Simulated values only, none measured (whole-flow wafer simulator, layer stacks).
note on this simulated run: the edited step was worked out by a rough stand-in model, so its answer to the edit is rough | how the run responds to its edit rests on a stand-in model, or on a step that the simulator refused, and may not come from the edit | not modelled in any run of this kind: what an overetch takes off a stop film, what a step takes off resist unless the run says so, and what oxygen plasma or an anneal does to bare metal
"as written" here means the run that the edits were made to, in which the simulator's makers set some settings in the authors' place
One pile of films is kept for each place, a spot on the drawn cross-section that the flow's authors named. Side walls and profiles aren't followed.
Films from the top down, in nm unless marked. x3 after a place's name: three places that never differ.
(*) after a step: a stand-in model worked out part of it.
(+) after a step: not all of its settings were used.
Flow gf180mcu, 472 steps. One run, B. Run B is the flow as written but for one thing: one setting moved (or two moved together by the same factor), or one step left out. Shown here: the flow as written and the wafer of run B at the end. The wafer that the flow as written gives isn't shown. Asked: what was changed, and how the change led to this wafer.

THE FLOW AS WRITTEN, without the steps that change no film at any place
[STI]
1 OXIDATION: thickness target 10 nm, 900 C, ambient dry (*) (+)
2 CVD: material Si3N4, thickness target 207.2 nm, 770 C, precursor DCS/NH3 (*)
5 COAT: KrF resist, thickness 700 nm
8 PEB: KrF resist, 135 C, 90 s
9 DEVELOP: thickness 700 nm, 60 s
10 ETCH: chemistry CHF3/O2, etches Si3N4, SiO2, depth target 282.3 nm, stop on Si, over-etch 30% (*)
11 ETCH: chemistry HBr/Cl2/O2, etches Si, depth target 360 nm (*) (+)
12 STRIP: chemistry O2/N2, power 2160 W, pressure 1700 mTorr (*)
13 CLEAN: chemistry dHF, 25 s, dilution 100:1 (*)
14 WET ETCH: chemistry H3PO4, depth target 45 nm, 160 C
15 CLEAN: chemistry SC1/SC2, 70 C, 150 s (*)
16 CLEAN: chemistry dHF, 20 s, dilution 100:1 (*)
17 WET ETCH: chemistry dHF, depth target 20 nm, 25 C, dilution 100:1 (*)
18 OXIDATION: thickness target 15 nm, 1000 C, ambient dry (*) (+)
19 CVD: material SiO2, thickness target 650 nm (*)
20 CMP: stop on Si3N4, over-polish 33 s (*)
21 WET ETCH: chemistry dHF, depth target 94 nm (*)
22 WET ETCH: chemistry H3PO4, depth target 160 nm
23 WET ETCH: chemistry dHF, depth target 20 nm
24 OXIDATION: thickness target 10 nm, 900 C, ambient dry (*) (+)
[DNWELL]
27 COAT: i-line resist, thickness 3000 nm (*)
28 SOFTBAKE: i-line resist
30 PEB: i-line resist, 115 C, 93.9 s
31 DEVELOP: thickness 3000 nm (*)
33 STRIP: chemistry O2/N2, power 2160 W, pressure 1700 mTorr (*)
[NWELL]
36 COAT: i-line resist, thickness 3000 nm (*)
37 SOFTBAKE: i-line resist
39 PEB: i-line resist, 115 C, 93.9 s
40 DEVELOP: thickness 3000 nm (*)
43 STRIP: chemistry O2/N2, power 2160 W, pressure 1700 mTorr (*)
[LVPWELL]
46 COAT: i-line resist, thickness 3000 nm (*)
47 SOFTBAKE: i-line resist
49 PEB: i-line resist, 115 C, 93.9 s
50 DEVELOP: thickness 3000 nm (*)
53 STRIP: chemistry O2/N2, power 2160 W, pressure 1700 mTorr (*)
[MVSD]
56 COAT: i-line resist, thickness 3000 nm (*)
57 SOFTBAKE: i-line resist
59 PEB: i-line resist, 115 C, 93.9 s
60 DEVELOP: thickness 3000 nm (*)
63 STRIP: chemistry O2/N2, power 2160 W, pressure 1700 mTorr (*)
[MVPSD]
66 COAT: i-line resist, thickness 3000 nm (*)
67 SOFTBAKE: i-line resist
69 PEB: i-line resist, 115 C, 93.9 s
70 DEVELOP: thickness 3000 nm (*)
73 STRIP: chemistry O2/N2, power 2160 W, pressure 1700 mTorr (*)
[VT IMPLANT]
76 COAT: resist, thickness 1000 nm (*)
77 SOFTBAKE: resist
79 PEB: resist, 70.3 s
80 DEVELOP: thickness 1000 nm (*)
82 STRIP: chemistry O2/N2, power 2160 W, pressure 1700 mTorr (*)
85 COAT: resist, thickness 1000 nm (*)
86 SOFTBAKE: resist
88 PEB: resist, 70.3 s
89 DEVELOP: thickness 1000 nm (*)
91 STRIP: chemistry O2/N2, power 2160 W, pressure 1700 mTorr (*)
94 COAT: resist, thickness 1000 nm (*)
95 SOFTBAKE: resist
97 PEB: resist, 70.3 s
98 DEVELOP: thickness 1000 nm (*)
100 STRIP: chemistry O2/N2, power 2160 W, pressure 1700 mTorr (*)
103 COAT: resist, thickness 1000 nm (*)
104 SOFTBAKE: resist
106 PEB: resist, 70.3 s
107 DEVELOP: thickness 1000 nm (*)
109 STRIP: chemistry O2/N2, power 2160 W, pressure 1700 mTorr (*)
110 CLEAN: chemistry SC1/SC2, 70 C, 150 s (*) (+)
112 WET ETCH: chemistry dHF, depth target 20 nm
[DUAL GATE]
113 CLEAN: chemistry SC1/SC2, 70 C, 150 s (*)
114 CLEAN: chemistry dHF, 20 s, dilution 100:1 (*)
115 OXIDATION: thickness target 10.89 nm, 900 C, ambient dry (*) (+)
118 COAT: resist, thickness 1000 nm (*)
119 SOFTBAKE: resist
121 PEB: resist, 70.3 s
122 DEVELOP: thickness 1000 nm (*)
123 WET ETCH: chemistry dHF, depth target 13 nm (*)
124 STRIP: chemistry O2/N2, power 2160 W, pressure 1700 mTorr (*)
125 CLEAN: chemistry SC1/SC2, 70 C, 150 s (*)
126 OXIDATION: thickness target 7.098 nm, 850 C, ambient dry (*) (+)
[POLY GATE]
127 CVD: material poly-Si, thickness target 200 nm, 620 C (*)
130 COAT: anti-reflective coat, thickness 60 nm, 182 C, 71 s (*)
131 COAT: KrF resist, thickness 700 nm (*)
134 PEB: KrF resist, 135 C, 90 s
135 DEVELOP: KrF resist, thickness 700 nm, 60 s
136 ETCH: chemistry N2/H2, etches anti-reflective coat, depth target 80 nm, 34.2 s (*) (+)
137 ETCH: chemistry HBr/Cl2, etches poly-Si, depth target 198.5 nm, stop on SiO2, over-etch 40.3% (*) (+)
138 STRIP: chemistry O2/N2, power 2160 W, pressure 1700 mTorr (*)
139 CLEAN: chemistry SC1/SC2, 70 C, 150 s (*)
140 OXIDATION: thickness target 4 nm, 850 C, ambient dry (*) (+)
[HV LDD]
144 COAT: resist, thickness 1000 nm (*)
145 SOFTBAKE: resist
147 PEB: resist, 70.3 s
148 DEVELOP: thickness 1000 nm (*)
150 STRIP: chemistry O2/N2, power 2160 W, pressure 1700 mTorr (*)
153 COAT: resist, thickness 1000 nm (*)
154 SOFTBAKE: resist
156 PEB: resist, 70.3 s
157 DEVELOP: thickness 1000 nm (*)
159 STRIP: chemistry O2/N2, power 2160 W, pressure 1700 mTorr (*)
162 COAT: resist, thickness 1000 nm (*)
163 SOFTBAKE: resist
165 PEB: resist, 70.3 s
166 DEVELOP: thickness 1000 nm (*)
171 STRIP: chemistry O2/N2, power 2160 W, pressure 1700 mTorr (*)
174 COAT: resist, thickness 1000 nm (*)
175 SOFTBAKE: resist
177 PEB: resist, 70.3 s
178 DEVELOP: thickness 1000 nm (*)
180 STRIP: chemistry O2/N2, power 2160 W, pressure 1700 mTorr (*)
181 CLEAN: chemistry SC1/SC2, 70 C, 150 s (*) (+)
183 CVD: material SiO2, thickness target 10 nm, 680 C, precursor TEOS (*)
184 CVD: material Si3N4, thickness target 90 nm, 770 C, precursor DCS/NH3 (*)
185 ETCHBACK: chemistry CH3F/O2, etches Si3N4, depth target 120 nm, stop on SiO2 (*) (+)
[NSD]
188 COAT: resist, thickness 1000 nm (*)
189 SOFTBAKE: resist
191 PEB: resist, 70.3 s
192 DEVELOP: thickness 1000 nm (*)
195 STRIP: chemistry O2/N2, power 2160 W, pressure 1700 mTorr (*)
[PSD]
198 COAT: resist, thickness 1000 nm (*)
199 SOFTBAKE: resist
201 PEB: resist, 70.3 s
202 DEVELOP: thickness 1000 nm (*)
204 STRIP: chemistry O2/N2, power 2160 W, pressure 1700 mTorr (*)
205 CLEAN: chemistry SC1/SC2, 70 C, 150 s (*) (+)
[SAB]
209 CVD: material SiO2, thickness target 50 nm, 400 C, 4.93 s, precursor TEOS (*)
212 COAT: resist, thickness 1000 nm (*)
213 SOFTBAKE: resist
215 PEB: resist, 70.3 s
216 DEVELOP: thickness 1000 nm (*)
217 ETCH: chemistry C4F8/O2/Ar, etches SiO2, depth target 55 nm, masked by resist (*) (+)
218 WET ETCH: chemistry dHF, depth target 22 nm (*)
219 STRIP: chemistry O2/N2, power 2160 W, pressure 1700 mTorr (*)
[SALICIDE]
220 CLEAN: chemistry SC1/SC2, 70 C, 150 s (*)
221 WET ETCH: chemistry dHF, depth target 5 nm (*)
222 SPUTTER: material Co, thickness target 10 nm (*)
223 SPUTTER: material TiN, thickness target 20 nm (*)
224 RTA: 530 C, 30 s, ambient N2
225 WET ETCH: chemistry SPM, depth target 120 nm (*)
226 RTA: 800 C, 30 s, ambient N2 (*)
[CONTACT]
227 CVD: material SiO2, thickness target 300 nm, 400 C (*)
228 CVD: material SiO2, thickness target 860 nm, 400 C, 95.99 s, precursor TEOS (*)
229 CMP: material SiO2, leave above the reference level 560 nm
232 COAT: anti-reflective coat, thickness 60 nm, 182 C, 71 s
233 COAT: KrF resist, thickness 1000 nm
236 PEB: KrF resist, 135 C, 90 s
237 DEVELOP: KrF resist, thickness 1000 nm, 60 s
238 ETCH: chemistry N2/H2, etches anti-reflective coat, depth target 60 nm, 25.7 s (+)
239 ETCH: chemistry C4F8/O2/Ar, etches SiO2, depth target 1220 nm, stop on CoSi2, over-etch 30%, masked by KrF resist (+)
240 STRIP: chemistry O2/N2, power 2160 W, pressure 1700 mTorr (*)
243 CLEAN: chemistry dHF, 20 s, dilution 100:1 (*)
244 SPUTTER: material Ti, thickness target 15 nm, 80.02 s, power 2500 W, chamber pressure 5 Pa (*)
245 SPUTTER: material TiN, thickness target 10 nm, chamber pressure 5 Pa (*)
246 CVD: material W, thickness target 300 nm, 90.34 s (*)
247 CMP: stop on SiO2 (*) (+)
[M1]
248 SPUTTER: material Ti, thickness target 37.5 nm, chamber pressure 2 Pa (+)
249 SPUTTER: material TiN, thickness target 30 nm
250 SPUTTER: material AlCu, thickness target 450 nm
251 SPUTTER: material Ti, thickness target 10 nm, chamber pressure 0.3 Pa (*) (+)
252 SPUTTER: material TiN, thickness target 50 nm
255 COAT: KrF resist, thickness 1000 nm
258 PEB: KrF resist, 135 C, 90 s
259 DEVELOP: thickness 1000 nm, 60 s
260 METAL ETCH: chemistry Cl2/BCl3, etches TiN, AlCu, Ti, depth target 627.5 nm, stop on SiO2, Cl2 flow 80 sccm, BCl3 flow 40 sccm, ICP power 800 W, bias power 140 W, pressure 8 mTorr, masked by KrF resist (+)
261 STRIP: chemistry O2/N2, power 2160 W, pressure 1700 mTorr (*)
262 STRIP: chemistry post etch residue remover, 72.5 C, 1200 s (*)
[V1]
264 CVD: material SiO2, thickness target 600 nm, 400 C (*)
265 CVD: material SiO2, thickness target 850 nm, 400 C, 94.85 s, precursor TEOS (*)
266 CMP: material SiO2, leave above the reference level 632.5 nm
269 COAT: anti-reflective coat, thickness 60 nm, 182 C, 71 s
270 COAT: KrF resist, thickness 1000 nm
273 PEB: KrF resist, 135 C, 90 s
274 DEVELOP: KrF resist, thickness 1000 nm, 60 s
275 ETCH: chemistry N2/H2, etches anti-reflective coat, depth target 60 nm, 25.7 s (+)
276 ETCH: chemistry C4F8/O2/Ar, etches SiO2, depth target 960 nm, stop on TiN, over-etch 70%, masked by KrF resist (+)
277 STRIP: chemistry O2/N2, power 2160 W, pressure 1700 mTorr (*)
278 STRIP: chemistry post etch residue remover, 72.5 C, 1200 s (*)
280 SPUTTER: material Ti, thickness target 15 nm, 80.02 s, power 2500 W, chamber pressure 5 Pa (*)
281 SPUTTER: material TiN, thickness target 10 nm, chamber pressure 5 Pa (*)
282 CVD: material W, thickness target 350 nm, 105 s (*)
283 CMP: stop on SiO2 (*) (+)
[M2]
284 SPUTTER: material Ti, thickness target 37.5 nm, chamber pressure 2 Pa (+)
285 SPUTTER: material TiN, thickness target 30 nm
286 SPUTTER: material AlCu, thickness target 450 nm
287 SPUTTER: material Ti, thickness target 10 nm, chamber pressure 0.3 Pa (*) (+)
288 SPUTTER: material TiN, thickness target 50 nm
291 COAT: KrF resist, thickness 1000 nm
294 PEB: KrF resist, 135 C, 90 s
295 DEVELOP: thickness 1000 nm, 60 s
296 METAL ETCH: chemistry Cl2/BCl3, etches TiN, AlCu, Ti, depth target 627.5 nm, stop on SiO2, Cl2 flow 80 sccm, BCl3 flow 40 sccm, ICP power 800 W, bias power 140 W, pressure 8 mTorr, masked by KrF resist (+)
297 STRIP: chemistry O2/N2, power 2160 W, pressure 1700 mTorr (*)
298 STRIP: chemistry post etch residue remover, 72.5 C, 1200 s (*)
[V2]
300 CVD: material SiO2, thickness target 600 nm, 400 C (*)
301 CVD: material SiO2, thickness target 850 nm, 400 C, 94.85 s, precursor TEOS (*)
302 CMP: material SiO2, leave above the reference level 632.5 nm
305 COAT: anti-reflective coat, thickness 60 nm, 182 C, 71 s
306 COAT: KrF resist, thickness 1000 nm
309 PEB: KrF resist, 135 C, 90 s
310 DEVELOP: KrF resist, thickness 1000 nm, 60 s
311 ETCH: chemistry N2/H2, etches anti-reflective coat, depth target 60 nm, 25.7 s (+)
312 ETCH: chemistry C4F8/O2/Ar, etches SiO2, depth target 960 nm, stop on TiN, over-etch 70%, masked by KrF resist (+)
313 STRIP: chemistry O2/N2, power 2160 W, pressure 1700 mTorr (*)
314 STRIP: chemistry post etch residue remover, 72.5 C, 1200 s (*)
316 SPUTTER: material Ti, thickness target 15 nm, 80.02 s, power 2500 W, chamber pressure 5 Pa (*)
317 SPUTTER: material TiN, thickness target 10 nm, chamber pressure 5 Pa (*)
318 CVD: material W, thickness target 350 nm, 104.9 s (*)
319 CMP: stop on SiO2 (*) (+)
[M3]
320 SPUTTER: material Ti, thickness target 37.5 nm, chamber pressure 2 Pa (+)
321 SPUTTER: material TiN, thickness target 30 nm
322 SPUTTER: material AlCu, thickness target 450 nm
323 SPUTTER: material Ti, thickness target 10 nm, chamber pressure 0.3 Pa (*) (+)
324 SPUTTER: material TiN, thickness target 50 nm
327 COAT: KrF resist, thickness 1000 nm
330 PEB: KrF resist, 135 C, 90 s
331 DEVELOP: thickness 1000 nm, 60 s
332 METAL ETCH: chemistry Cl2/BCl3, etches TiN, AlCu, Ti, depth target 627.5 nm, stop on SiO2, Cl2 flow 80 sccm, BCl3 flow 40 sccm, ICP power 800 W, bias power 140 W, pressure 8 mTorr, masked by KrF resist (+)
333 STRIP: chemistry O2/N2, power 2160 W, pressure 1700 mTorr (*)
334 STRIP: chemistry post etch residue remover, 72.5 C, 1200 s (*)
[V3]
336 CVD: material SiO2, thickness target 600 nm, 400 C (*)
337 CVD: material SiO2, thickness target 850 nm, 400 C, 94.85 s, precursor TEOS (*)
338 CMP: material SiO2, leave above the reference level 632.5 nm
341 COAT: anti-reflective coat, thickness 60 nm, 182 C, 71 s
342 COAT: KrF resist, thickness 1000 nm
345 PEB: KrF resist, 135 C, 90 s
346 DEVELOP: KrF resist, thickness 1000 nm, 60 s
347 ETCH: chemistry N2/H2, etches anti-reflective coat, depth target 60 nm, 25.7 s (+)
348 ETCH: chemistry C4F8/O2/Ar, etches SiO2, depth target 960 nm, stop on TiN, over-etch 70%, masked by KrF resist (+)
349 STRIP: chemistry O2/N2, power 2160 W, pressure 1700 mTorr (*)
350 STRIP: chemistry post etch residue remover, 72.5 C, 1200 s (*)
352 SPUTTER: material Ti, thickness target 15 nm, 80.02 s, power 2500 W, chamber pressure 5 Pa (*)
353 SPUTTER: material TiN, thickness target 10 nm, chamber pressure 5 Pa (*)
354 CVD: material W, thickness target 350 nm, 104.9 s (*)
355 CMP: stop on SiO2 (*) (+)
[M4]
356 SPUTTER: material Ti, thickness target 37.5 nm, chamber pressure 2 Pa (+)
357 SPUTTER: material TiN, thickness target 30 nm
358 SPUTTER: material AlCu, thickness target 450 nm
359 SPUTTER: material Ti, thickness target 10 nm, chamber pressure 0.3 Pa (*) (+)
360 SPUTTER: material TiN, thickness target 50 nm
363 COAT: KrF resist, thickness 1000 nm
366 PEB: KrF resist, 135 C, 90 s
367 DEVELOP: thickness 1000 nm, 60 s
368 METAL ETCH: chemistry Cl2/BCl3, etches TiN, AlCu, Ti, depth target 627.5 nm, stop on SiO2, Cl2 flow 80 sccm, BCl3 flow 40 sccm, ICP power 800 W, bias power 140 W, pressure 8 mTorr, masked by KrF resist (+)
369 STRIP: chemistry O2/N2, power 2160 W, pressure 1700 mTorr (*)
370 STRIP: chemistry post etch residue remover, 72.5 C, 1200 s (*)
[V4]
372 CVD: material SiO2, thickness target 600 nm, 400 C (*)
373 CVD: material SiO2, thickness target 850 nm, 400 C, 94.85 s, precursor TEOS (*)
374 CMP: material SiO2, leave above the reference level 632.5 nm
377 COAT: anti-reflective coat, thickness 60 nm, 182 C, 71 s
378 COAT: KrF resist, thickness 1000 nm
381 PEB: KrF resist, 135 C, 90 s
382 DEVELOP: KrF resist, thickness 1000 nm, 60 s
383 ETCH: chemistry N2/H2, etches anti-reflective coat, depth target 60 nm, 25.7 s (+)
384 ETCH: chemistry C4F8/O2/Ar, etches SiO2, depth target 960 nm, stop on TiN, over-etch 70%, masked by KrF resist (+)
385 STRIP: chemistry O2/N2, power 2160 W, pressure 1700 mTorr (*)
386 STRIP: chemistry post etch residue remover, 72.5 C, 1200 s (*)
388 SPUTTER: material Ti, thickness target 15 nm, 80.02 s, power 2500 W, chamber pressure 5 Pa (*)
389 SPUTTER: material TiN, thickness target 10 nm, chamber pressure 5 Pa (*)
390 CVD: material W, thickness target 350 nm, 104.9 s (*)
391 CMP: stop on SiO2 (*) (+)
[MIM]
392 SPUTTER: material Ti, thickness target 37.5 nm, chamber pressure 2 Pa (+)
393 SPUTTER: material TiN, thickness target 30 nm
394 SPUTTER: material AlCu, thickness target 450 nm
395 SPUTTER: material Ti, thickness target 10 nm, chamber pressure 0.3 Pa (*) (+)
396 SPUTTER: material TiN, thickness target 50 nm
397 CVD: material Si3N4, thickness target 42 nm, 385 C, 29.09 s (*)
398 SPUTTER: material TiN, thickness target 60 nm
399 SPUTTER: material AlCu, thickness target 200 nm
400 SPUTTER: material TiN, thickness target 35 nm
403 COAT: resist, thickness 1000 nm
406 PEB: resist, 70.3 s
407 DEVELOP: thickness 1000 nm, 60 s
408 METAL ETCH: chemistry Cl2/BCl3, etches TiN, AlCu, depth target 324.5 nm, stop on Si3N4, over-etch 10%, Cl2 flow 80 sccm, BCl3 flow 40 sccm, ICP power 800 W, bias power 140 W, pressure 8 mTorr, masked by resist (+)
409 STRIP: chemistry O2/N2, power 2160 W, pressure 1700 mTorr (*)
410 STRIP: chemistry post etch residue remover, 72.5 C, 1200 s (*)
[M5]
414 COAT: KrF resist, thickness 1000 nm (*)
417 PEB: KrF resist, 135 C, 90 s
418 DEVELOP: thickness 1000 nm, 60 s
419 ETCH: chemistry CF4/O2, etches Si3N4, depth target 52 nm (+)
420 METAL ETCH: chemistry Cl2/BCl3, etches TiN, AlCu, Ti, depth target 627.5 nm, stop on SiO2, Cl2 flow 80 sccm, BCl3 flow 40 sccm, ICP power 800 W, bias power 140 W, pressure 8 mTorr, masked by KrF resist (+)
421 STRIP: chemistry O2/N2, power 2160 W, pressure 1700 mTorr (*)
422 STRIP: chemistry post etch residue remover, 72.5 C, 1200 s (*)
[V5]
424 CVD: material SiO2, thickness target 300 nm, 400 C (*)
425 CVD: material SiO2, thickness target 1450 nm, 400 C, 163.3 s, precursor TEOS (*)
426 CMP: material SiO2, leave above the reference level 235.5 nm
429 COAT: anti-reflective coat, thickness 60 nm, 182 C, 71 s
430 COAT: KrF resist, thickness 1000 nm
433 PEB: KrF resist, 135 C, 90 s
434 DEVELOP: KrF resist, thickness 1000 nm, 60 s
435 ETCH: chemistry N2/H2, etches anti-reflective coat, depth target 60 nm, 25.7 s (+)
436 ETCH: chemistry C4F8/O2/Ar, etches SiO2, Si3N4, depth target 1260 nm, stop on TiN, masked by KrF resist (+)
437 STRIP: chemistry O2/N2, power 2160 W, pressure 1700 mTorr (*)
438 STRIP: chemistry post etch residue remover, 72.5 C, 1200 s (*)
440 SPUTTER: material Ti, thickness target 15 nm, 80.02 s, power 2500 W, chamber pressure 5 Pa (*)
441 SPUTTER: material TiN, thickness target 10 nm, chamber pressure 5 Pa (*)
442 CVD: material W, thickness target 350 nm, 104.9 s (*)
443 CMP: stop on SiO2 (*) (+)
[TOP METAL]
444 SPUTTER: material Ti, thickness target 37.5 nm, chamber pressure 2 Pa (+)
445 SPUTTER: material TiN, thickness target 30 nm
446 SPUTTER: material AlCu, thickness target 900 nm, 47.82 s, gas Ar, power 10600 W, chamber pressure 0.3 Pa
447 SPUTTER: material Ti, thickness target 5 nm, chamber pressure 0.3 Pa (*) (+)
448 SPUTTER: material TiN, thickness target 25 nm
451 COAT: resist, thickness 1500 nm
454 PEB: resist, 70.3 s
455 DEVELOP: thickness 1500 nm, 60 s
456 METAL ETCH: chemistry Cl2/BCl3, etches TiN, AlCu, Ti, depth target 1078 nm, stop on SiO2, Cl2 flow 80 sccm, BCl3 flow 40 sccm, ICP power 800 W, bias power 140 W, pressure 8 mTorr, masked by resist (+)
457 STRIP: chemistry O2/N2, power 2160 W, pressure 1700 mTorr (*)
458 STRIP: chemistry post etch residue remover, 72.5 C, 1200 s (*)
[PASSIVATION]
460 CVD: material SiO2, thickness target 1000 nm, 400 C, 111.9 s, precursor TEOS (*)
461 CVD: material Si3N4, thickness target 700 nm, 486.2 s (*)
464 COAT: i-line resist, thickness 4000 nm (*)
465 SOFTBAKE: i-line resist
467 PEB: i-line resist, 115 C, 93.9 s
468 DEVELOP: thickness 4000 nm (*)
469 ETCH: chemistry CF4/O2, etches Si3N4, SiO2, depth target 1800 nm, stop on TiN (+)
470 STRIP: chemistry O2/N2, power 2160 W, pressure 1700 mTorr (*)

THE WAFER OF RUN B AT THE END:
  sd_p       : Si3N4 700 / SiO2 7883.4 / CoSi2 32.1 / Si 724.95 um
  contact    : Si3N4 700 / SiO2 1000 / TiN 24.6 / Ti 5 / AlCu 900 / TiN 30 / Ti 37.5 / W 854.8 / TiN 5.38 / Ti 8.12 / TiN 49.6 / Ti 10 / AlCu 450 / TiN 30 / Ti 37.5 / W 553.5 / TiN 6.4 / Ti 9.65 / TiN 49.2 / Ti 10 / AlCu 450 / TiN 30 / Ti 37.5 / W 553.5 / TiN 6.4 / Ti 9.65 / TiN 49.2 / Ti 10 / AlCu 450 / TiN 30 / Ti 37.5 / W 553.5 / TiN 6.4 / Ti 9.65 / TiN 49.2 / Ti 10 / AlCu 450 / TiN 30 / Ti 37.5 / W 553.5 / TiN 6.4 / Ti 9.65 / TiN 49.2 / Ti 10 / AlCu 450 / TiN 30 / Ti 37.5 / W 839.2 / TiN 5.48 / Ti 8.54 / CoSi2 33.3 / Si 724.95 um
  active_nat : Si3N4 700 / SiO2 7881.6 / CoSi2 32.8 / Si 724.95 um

The cause: step 185, ETCHBACK: depth target 183 nm was run, where the flow has depth target 120 nm.

How the change led to this, step by step:
  185 ETCHBACK: chemistry CH3F/O2, etches Si3N4, depth target 120 nm, stop on SiO2 (*) (+)
      field, field__w1, field__w2 and 100 more: Si3N4 -90 (all of it), SiO2 -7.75 (as written it would be: Si3N4 -90 (all of it), SiO2 -2.5)
  189 SOFTBAKE: resist
      field: resist -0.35 (as written it would be: resist +3.56)
      field_sub__w1: resist +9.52 (as written it would be: resist +7.47)
      (and at 3 more places)
  195 STRIP: chemistry O2/N2, power 2160 W, pressure 1700 mTorr (*)
      field: resist -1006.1 (all of it) (as written it would be: resist -1026.7 (all of it))
  199 SOFTBAKE: resist
      field: resist -0.35 (as written it would be: resist +3.56)
      field_sub__w1: resist +9.52 (as written it would be: resist +7.47)
      (and at 3 more places)
  204 STRIP: chemistry O2/N2, power 2160 W, pressure 1700 mTorr (*)
      field: resist -1006.1 (all of it) (as written it would be: resist -1026.7 (all of it))
  213 SOFTBAKE: resist
      field__w5: resist +7 (as written it would be: resist +7.65)
      field__w6: resist +7.33 (as written it would be: resist +7.87)
      (and at 6 more places)
  217 ETCH: chemistry C4F8/O2/Ar, etches SiO2, depth target 55 nm, masked by resist (*) (+)
      gate, gate_hv, gate_p and 23 more: SiO2 -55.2 (all of it) (as written it would be: SiO2 -55)
  218 WET ETCH: chemistry dHF, depth target 22 nm (*)
      gate, gate_hv, gate_p and 23 more: nothing (as written it would be: SiO2 -5.48 (all of it))
      active, p_well, sd_n, iso_ptap_pw, iso_ntap_nw, iso_ptap_sub, vpnp_e: SiO2 -3.76 (all of it) (as written it would be: SiO2 -9.01 (all of it))
      (and at 16 more places)
  222 SPUTTER: material Co, thickness target 10 nm (*)
      field__w2: Co +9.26 (new film) (as written it would be: Co +8.65 (new film))
      field__w3: Co +8.87 (new film) (as written it would be: Co +8.06 (new film))
      (and at 3 more places)
  223 SPUTTER: material TiN, thickness target 20 nm (*)
      field__w2: TiN +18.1 (new film) (as written it would be: TiN +17 (new film))
      field__w3: TiN +17.3 (new film) (as written it would be: TiN +15.7 (new film))
      (and at 6 more places)
  224 RTA: 530 C, 30 s, ambient N2
      ld_sd_n: under 1 film: CoSi +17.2 (new film), Co -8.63 (all of it), Si -15.7 (as written it would be: under 1 film: CoSi +16.1 (new film), Co -8.09 (all of it), Si -14.7)
      ld_drn_n: under 1 film: CoSi +18.7 (new film), Co -9.4 (all of it), Si -17.1 (as written it would be: under 1 film: CoSi +17.9 (new film), Co -9.02 (all of it), Si -16.4)
      (and at 2 more places)
  225 WET ETCH: chemistry SPM, depth target 120 nm (*)
      field__w2: TiN -18.1 (all of it), Co -9.26 (all of it) (as written it would be: TiN -17 (all of it), Co -8.65 (all of it))
      field__w3: TiN -17.3 (all of it), Co -8.87 (all of it) (as written it would be: TiN -15.7 (all of it), Co -8.06 (all of it))
      (and at 6 more places)
  226 RTA: 800 C, 30 s, ambient N2 (*)
      active_nat: CoSi2 +32.8 (new film), CoSi -18.6 (all of it), Si -17 (as written it would be: CoSi2 +31.8 (new film), CoSi -18.1 (all of it), Si -16.5)
      ld_sd_n: CoSi2 +30.2 (new film), CoSi -17.2 (all of it), Si -15.7 (as written it would be: CoSi2 +28.3 (new film), CoSi -16.1 (all of it), Si -14.7)
      (and at 3 more places)
  229 CMP: material SiO2, leave above the reference level 560 nm
      field_sub, field_sub__w2: SiO2 -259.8 (as written it would be: SiO2 -265.5)
      field__w2: SiO2 -243.6 (as written it would be: SiO2 -250)
      (and at 10 more places)
